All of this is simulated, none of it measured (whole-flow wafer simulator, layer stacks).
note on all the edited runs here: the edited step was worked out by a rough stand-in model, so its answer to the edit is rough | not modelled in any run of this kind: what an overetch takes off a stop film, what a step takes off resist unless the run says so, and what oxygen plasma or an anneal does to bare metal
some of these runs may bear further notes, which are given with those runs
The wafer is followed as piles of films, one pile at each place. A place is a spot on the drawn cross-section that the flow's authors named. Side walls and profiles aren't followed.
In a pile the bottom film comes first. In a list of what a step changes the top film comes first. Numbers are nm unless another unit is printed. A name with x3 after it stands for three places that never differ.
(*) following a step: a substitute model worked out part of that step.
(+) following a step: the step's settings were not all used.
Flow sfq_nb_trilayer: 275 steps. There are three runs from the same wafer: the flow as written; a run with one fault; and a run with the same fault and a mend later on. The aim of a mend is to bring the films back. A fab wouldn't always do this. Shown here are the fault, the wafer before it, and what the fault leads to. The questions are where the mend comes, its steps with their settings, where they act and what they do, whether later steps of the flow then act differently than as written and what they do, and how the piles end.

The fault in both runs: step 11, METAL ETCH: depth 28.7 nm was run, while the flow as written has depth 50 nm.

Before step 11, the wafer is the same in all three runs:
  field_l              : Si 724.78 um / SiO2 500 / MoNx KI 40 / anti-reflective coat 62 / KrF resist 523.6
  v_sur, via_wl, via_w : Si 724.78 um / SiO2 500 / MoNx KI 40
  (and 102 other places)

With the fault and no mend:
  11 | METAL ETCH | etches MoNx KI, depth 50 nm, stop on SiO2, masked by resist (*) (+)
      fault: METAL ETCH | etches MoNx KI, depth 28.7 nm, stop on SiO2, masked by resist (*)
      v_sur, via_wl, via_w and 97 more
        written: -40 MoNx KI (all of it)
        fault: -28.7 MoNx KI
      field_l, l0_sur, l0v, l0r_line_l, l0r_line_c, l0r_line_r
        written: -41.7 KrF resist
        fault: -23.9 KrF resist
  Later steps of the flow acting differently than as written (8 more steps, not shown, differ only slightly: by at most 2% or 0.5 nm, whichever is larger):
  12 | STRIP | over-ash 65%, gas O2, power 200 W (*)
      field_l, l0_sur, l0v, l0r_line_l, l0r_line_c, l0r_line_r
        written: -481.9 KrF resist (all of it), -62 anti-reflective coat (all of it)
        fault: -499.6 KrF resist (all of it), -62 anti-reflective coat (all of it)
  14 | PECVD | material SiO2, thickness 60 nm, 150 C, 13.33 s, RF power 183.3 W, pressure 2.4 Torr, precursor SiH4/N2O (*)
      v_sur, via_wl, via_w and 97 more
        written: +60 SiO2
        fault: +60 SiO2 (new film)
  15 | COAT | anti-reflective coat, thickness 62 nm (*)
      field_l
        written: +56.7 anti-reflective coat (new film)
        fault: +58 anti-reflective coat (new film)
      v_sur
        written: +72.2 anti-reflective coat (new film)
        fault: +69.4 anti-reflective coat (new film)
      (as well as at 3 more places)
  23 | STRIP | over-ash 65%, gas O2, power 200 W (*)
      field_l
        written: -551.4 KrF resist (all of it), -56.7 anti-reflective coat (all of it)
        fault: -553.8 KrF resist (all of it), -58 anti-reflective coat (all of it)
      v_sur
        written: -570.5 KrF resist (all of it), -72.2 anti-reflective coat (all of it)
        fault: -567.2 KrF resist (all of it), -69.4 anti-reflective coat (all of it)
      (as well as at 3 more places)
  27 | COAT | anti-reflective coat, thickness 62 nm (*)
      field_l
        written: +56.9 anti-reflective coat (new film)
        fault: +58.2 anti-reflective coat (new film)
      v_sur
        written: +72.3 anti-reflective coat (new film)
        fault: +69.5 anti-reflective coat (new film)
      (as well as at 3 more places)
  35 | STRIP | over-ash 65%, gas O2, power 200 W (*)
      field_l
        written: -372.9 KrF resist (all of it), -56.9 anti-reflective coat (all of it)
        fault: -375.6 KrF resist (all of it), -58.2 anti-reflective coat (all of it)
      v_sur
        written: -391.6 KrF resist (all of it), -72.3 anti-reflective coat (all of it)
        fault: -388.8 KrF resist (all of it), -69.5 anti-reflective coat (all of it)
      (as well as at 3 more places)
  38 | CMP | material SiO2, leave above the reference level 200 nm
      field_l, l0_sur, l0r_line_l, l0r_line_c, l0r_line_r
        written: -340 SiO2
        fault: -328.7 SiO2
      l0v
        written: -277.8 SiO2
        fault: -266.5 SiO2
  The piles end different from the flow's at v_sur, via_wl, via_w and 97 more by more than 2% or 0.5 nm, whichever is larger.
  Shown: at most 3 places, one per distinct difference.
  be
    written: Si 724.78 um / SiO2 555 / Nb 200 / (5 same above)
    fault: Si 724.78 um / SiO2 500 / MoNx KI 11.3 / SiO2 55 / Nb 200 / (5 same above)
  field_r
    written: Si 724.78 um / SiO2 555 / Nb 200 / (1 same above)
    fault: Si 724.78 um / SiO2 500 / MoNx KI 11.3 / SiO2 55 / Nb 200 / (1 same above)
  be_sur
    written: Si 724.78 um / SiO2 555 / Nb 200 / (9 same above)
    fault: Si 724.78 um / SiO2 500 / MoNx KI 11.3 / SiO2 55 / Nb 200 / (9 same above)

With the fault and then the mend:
  The mend follows step 12.
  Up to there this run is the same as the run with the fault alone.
  12a | COAT | anti-reflective coat, thickness 62 nm (*) (the flow's step 4, run once more)
      p4_fl x3, p4_w1 x9, p4_g1 x2 and 59 more
        +62 anti-reflective coat (new film)
      be_sur, gap, jj_sur and 8 more
        +63.2 anti-reflective coat (new film)
      wire, be, moat, field_r, lsp_l
        +63.3 anti-reflective coat (new film)
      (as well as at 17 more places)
  12b | COAT | KrF resist, thickness 600 nm (*) (the flow's step 5, run once more)
      p4_fl x3, p4_w1 x9, p4_g1 x2 and 59 more
        +600 KrF resist (new film)
      jj_sur, ce_l, c5j, ce_r, sp_r, be_r, r_sur
        +604.8 KrF resist (new film)
      be_sur, gap, res, r_end
        +604.9 KrF resist (new film)
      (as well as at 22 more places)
  12c | SOFTBAKE | KrF resist (the flow's step 6, run once more)
      does not change any film at any place that is followed
  12d | EXPOSE | photomask L0, dose 11.59 mJ/cm2, NA 0.6, wavelength 248 nm (*) (the flow's step 7, run once more)
      does not change any film at any place that is followed
  12e | PEB | KrF resist, 90 s (the flow's step 8, run once more)
      p4_fl x3, p4_w1 x9, p4_g1 x2 and 62 more
        -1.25 KrF resist
      via_v, wire, be and 14 more
        -1.26 KrF resist
      v_sur, via_wl, via_w and 6 more
        -1.27 KrF resist
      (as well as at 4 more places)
  12f | DEVELOP | KrF resist, thickness 600 nm, 60 s (the flow's step 9, run once more)
      p4_fl x3, p4_w1 x9, p4_g1 x2 and 59 more
        -598.7 KrF resist (all of it)
      field_l, l0_sur, l0v, l0r_line_l, l0r_line_c, l0r_line_r
        -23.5 KrF resist
      gap, jj_sur, ce_l, r_sur, res
        -603.6 KrF resist (all of it)
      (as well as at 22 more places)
  12g | METAL ETCH | etches anti-reflective coat, depth 125 nm, masked by resist (*) (+) (the flow's step 10, run once more)
      p4_fl x3, p4_w1 x9, p4_g1 x2 and 59 more
        -62 anti-reflective coat (all of it)
      be_sur, gap, jj_sur and 8 more
        -63.2 anti-reflective coat (all of it)
      field_l, l0_sur, l0v, l0r_line_l, l0r_line_c, l0r_line_r
        -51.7 KrF resist
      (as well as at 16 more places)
  12h | METAL ETCH | etches MoNx KI, depth 21.3 nm, stop on SiO2, masked by resist (+) (the flow's step 11, run once more with other settings)
      v_sur, via_wl, via_w and 97 more
        -11.3 MoNx KI (all of it)
      field_l, l0_sur, l0v, l0r_line_l, l0r_line_c, l0r_line_r
        -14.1 KrF resist
  12i | STRIP | over-ash 65%, gas O2, power 200 W (*) (the flow's step 12, run once more)
      l0r_line_l, l0r_line_c, l0r_line_r
        -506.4 KrF resist (all of it), -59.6 anti-reflective coat (all of it)
      field_l
        -502.8 KrF resist (all of it), -57.8 anti-reflective coat (all of it)
      l0_sur
        -504.1 KrF resist (all of it), -55.8 anti-reflective coat (all of it)
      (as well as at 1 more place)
  None of the later steps of the flow acts differently than as written at any place that is followed.
  The piles end the same as the flow's at every place that both follow.
